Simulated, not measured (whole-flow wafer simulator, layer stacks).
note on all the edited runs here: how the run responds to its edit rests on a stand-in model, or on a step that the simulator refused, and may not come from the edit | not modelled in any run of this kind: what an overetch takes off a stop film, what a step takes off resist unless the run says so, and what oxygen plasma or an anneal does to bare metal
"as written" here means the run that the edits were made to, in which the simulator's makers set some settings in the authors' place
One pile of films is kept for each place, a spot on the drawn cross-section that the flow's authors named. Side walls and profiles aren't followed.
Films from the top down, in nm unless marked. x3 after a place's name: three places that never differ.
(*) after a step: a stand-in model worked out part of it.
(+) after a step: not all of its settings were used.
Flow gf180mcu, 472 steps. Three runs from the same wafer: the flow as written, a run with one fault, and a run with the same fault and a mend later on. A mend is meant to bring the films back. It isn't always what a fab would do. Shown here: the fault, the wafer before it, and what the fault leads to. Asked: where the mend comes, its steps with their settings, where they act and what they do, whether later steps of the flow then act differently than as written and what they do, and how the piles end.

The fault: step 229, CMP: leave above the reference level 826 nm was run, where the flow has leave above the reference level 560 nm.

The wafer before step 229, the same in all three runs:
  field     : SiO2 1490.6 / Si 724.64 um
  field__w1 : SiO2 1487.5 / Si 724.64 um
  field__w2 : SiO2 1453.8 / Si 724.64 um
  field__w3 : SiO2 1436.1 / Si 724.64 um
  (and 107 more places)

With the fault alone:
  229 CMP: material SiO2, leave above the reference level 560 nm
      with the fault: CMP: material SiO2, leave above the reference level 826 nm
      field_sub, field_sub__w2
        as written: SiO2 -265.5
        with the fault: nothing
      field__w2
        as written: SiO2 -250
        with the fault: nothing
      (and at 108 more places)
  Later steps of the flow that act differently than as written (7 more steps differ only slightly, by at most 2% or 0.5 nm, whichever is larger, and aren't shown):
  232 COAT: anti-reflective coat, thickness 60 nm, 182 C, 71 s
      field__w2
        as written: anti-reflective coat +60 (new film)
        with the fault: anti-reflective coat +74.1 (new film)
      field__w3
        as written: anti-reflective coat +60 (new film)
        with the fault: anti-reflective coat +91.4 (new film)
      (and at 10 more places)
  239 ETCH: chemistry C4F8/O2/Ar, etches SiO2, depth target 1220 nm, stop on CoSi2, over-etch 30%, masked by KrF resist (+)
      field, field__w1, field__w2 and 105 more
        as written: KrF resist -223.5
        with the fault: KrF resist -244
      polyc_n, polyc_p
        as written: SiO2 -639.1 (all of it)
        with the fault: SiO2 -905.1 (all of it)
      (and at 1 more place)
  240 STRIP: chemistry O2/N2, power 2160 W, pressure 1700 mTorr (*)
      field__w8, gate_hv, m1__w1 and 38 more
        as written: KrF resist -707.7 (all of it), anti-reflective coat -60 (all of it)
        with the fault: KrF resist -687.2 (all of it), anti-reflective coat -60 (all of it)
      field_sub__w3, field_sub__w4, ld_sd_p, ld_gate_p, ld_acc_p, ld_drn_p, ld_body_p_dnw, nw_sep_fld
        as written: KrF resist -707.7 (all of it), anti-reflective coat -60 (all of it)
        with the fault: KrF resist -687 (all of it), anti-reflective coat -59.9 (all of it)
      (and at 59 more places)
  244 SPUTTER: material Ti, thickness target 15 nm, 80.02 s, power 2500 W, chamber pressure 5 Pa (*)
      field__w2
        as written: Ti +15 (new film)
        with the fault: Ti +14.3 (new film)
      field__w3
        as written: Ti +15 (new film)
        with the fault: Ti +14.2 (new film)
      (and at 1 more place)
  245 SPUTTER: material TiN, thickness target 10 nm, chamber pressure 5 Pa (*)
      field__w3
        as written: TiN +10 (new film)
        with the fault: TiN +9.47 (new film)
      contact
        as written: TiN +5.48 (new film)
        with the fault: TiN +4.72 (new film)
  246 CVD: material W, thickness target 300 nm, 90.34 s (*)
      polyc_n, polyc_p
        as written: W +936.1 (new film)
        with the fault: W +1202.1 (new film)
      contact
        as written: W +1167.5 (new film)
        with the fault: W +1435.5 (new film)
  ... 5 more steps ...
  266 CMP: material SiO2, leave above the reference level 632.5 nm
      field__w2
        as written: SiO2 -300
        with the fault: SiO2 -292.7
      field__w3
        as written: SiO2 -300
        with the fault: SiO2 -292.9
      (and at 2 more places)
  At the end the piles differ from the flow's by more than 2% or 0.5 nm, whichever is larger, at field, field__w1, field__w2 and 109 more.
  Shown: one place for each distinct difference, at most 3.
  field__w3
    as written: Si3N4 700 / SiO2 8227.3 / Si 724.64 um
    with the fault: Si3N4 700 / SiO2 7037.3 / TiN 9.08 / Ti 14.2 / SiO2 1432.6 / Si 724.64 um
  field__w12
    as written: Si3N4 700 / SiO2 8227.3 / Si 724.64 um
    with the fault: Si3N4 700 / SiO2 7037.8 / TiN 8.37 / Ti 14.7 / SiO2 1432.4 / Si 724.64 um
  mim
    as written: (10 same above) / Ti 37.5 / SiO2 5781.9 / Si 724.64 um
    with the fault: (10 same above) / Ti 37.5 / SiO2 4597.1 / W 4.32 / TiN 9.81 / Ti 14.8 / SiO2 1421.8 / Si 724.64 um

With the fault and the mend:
  The mend comes after step 237.
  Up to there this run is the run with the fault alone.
  237a STRIP: chemistry O2/N2, power 2160 W, pressure 1700 mTorr (*)
      field__w8, gate_hv, m1__w1 and 38 more
        KrF resist -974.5 (all of it), anti-reflective coat -60 (all of it)
      field_sub__w3, field_sub__w4, ld_gate_p, ld_acc_p, ld_drn_p, gate_p_hv, nw_sep_fld
        KrF resist -974.3 (all of it), anti-reflective coat -59.9 (all of it)
      p_well, sti, spacer, sd_n, mim_1p0, pad, dice_street
        KrF resist -974.5 (all of it), anti-reflective coat -59.8 (all of it)
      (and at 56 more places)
  237b CMP: material SiO2, leave above the reference level 560 nm (the flow's step 229 once more)
      field, field__w1, field__w5 and 100 more
        SiO2 -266
      field_sub, field_sub__w2
        SiO2 -265.5
      field__w2
        SiO2 -250
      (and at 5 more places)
  237c HMDS: 120 C, 60 s (the flow's step 231 once more)
      changes no film at any place that is followed
  237d COAT: anti-reflective coat, thickness 60 nm, 182 C, 71 s (the flow's step 232 once more)
      field, field__w1, field__w2 and 108 more
        anti-reflective coat +60 (new film)
  237e COAT: KrF resist, thickness 1000 nm (the flow's step 233 once more)
      field, field__w1, field__w2 and 108 more
        KrF resist +1000 (new film)
  237f SOFTBAKE: KrF resist (the flow's step 234 once more)
      changes no film at any place that is followed
  237g EXPOSE: photomask Contact (the flow's step 235 once more)
      changes no film at any place that is followed
  237h PEB: KrF resist, 135 C, 90 s (the flow's step 236 once more)
      field, field__w1, field__w2 and 108 more
        KrF resist -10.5
  237i DEVELOP: KrF resist, thickness 1000 nm, 60 s (the flow's step 237 once more)
      field, field__w1, field__w2 and 105 more
        KrF resist -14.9
      contact, polyc_n, polyc_p
        KrF resist -989.5 (all of it)
  No later step of the flow acts differently than as written at any place that is followed.
  At the end the piles are the same as the flow's at every place that both follow.
